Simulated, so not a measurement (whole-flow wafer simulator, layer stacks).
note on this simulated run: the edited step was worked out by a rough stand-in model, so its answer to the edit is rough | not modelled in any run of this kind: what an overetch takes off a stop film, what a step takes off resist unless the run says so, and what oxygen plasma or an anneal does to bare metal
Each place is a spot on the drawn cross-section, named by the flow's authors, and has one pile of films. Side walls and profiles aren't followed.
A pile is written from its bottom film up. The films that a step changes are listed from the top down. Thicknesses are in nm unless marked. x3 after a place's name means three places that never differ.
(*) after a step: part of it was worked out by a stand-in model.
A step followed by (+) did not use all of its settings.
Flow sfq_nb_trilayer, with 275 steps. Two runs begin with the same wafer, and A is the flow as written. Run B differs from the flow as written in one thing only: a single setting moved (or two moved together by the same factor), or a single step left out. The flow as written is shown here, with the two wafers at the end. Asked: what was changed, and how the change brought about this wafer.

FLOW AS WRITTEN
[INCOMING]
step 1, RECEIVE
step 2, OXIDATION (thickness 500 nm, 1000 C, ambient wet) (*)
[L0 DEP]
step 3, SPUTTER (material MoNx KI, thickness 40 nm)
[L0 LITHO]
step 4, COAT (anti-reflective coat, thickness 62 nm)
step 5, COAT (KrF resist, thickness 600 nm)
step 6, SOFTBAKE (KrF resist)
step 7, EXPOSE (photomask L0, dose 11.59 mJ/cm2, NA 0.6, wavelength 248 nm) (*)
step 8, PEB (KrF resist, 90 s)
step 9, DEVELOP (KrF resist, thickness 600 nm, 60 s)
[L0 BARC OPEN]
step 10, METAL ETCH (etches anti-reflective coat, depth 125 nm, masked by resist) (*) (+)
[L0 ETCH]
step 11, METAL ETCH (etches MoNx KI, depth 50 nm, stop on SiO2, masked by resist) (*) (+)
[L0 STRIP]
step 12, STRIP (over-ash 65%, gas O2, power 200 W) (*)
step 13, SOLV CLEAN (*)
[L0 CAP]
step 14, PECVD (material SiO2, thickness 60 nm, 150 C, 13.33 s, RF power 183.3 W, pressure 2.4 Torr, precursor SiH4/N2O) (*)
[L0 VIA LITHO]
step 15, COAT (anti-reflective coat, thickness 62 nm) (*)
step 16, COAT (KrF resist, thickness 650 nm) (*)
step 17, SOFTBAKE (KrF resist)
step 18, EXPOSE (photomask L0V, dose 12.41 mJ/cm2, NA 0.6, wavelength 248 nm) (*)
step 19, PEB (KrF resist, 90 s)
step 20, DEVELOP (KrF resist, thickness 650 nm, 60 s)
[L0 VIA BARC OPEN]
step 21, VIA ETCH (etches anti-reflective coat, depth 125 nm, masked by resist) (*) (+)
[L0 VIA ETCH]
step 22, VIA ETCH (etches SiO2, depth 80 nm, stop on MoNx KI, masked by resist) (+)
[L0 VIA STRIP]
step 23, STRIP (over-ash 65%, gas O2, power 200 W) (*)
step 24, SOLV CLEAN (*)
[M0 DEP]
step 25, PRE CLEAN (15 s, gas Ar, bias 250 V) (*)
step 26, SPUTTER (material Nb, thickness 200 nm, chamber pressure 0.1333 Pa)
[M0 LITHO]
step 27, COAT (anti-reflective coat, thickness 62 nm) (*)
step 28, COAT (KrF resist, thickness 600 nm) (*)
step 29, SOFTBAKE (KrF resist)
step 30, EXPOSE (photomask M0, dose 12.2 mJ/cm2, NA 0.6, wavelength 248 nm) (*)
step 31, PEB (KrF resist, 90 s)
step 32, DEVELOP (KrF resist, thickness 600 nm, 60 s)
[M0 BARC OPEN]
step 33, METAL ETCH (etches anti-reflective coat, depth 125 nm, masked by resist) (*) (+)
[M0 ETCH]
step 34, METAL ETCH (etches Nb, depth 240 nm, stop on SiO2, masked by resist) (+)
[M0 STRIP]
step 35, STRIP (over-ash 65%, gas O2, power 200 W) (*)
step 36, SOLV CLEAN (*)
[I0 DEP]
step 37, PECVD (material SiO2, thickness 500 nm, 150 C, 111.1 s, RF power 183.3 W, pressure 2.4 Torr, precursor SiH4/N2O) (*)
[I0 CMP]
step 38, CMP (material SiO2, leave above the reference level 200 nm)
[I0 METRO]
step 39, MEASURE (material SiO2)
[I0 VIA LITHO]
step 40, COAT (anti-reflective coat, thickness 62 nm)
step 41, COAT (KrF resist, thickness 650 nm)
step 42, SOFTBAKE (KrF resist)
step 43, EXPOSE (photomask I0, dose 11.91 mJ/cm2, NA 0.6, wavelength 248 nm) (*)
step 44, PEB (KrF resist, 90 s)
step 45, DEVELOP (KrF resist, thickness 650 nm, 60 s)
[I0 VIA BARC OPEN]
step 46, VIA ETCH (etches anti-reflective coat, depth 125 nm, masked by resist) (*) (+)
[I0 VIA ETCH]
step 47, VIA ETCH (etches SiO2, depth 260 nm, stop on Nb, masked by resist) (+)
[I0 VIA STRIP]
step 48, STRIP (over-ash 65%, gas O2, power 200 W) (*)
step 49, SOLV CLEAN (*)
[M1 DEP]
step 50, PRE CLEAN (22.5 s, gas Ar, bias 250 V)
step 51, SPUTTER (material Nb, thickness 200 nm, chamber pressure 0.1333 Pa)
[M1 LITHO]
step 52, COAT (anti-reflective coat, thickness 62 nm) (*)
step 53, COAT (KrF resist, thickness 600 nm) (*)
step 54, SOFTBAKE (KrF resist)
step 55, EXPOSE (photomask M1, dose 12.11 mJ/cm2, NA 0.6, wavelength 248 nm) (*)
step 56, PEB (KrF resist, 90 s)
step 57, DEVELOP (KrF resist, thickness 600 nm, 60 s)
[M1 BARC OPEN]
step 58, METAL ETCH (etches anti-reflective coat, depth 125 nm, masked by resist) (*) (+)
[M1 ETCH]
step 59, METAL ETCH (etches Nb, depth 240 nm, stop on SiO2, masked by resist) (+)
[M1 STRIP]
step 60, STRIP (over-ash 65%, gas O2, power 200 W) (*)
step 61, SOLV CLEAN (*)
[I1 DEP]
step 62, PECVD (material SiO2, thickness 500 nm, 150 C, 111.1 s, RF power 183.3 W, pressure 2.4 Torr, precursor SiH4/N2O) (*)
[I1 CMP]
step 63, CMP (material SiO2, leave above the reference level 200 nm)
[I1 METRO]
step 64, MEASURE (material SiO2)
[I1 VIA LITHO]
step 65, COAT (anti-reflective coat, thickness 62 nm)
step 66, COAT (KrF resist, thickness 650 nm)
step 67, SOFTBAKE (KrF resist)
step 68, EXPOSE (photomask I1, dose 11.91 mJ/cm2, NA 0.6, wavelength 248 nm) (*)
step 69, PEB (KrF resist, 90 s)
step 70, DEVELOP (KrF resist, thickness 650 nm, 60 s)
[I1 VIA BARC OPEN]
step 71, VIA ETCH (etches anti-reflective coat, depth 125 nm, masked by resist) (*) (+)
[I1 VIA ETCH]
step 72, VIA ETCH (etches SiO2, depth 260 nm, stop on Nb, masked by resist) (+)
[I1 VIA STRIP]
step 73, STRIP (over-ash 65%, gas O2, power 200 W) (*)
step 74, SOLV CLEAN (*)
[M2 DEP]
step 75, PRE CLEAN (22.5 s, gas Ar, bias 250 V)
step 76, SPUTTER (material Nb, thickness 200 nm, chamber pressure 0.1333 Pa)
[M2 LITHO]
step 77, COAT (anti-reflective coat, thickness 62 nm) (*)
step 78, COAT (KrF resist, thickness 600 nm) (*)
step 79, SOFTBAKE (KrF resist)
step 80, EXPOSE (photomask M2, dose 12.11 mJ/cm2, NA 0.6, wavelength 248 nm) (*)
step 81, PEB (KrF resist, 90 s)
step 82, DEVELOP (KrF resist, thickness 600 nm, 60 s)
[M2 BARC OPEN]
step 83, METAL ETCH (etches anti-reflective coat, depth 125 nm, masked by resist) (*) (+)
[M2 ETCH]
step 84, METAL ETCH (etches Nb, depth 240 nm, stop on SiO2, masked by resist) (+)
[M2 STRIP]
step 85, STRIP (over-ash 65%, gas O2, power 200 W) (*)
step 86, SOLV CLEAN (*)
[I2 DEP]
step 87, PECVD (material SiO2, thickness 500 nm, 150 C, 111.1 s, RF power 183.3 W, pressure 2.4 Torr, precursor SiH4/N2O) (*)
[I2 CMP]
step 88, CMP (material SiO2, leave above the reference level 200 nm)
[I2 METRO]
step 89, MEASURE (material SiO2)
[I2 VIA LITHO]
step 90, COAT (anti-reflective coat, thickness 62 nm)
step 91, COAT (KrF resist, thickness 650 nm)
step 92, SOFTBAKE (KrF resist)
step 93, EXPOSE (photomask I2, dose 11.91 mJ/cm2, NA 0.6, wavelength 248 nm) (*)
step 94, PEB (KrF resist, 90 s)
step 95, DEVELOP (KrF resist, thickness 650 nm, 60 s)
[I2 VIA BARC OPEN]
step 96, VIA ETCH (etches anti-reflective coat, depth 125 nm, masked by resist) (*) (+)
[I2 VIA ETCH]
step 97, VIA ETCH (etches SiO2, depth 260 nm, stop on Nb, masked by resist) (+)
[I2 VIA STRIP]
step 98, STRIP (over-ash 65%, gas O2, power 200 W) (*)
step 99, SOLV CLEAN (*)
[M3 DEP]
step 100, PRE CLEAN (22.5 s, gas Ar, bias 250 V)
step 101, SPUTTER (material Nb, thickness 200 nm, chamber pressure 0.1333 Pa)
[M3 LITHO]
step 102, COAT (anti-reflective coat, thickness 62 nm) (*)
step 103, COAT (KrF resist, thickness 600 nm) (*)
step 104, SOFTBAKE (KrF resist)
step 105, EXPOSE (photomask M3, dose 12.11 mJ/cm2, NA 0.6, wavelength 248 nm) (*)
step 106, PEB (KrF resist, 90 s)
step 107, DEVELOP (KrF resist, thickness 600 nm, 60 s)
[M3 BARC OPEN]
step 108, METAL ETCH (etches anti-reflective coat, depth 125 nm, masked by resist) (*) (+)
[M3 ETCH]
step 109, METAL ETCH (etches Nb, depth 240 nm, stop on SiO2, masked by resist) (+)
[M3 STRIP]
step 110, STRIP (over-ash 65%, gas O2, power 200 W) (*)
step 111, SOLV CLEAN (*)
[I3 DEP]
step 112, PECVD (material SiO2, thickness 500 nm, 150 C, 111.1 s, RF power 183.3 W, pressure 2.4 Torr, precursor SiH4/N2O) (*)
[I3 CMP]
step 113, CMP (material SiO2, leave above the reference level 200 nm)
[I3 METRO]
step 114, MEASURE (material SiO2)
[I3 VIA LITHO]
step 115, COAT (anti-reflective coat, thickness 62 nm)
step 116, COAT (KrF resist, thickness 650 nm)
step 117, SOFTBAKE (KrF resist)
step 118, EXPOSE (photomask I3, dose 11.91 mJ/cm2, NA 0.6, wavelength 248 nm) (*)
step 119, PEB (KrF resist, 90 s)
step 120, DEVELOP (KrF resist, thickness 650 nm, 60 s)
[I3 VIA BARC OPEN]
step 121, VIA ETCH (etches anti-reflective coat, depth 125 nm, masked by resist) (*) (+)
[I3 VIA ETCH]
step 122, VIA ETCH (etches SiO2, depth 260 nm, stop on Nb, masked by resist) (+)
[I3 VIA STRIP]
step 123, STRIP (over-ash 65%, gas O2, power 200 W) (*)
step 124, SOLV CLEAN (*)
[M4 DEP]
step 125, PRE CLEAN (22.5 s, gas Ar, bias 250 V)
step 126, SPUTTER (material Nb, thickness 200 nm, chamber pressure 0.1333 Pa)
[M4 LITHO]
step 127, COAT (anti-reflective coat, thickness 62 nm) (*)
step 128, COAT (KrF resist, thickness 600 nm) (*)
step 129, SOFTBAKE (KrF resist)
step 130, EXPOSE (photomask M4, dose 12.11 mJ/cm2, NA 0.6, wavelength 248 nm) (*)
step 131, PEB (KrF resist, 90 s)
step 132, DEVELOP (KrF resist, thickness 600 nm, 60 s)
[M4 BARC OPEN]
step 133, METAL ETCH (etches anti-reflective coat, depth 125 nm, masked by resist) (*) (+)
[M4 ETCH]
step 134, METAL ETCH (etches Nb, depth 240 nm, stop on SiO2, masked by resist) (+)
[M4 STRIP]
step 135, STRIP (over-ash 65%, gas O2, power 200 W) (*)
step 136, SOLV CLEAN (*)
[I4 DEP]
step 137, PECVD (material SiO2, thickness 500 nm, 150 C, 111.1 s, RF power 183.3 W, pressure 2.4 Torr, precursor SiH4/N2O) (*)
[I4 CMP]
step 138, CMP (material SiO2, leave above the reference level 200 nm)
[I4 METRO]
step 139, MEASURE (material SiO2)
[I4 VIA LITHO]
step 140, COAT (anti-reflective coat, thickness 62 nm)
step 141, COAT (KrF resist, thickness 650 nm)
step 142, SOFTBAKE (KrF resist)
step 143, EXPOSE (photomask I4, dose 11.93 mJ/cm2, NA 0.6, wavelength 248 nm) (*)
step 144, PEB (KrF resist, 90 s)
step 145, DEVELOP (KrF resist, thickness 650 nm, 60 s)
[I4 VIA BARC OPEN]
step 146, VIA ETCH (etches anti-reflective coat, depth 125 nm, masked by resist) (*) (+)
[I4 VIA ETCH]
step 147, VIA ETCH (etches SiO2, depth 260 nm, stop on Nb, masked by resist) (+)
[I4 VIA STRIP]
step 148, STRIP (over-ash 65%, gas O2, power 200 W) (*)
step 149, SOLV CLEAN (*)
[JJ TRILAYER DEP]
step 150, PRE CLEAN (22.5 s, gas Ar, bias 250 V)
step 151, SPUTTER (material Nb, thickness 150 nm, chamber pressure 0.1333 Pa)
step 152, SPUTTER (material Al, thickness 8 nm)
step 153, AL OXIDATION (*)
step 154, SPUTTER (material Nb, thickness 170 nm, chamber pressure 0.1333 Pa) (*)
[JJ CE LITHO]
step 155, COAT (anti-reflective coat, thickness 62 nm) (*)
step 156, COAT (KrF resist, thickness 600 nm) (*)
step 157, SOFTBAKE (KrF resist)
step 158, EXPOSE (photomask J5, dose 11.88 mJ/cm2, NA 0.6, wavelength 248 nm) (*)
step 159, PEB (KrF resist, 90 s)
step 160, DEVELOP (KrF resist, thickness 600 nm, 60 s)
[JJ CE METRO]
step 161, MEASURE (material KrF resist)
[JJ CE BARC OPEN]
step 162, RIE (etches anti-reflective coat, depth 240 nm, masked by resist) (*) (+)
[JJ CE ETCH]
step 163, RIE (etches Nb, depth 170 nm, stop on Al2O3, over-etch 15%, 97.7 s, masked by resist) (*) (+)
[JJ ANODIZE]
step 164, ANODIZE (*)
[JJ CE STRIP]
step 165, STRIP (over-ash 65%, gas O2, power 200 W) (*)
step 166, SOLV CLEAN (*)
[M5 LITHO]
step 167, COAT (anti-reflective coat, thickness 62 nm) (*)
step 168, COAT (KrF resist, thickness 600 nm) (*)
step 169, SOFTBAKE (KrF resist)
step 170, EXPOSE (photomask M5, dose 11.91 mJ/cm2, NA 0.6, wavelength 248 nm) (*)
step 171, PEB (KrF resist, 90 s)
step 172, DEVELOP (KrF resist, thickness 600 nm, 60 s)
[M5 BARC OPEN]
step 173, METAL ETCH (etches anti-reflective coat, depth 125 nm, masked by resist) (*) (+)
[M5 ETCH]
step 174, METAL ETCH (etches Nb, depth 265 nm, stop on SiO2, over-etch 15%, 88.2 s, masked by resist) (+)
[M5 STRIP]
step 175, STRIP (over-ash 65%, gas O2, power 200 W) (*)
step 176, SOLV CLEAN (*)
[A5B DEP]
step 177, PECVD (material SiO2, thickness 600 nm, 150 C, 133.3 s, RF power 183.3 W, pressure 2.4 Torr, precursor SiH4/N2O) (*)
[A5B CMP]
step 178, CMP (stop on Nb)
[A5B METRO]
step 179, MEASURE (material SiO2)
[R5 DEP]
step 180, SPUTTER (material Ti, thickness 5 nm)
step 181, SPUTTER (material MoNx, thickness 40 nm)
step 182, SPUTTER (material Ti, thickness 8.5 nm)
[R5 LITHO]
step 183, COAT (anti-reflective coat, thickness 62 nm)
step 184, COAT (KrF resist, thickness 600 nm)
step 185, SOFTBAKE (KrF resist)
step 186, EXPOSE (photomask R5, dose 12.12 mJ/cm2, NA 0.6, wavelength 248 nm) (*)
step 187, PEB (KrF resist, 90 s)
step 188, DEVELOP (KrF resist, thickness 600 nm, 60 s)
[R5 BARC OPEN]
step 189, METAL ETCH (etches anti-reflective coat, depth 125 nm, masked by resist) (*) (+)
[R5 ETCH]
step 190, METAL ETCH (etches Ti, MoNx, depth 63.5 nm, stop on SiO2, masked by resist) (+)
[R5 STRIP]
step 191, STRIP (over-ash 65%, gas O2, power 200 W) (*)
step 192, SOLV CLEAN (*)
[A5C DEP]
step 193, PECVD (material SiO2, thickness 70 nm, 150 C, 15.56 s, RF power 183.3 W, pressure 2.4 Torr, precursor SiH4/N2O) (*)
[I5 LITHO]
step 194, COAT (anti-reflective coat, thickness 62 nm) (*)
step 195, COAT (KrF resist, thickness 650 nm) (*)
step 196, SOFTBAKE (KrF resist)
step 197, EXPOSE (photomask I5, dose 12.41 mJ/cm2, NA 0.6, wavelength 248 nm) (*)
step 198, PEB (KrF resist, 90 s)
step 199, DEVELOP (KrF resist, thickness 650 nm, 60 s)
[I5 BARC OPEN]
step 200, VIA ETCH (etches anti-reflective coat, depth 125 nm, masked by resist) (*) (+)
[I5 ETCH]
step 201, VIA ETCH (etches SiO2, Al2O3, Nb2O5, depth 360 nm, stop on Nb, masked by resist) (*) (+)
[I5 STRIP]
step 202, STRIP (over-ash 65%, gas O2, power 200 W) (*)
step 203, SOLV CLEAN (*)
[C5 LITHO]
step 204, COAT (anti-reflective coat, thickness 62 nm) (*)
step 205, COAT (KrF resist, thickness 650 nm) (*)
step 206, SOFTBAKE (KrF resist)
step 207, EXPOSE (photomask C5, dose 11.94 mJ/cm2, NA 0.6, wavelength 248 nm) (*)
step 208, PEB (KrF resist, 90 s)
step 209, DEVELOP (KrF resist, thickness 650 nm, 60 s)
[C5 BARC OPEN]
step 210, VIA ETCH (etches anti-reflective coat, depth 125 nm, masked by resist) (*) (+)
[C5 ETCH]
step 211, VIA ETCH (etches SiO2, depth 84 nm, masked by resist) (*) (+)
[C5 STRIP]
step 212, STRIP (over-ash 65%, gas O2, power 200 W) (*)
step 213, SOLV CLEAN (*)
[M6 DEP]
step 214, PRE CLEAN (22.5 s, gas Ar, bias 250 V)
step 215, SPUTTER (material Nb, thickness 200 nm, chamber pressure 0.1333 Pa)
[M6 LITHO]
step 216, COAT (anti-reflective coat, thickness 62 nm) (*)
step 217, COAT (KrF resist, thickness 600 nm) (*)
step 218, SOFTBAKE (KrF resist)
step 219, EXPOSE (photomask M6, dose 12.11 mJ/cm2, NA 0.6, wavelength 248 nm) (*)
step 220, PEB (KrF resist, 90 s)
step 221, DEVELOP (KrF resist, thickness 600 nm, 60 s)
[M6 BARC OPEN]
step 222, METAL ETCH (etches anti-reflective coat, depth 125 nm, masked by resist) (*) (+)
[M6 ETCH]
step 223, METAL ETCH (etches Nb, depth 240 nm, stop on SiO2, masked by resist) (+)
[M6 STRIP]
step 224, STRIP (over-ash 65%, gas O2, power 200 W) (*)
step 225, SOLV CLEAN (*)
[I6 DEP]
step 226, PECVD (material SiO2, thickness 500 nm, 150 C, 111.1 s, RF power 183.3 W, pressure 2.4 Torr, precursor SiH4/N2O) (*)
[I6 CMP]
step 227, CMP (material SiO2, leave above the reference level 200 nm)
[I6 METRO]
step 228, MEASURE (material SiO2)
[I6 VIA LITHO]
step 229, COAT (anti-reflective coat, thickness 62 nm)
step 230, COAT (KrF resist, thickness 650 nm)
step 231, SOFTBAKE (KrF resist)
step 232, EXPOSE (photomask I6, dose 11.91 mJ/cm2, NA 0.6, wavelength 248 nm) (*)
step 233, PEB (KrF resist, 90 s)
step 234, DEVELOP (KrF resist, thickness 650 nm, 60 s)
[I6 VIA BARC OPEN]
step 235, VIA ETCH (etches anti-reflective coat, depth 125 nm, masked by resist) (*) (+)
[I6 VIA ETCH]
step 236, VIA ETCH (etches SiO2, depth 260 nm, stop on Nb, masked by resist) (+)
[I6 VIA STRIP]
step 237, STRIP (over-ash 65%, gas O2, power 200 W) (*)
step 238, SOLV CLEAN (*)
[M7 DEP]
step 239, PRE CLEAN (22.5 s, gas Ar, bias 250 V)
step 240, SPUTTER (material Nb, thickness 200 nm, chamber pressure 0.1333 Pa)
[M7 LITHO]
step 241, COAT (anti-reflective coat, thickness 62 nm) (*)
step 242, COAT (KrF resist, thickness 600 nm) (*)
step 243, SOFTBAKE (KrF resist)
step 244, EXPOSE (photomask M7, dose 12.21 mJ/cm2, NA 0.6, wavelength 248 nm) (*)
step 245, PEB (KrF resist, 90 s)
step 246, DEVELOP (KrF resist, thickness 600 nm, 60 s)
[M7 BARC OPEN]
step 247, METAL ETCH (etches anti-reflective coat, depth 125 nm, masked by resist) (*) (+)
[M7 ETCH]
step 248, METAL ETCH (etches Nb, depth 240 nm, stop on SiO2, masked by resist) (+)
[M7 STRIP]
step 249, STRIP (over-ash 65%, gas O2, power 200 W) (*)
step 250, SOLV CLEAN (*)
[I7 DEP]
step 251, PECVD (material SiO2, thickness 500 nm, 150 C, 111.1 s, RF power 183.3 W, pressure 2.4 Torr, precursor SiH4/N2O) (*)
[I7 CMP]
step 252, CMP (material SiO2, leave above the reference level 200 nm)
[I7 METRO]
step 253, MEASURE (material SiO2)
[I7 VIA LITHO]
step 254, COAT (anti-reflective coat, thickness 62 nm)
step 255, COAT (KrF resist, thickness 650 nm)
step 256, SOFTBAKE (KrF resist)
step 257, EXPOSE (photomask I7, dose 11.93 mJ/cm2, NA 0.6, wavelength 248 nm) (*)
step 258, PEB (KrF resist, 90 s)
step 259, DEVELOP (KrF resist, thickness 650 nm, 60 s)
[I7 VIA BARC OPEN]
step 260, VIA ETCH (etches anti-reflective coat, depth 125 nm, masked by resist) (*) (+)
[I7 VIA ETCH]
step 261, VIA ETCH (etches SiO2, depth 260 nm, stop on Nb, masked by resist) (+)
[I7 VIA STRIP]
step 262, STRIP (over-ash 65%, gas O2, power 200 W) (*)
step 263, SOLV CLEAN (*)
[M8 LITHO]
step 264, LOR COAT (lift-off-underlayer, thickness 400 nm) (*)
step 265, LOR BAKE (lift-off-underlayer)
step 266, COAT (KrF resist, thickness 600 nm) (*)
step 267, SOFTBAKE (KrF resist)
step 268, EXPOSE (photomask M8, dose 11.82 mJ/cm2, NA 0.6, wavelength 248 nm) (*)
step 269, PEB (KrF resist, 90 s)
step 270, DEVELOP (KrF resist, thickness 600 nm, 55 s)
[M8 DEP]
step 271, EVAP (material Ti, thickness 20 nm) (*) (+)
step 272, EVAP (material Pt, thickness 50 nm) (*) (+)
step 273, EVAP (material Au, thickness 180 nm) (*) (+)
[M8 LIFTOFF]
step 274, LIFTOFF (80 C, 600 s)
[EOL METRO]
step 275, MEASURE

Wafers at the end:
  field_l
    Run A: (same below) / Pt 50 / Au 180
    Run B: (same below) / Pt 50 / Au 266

What caused this: step 273, EVAP: thickness 266 nm was run, whereas the flow has thickness 180 nm.
The wafer lets one read it off: field_l has Au 266, and step 273 as written asks for 180 nm.

Step by step, how the change led to this:
  step 273, EVAP (material Au, thickness 180 nm) (*) (+)
      field_l, v_sur, via_wl and 103 more: A +180 Au (new film) | B +266 Au (new film)
  step 274, LIFTOFF (80 C, 600 s)
      p4_fl, p4_fm, p4_w1 and 71 more: A -180 Au (all of it), -50 Pt (all of it), -20 Ti (all of it), -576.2 KrF resist (all of it), -400 lift-off-underlayer (all of it) | B -266 Au (all of it), -50 Pt (all of it), -20 Ti (all of it), -576.2 KrF resist (all of it), -400 lift-off-underlayer (all of it)
      c5j, ce_r: A -180 Au (all of it), -50 Pt (all of it), -20 Ti (all of it), -573.3 KrF resist (all of it), -399.3 lift-off-underlayer (all of it) | B -266 Au (all of it), -50 Pt (all of it), -20 Ti (all of it), -573.3 KrF resist (all of it), -399.3 lift-off-underlayer (all of it)
      (and at 19 other places as well)
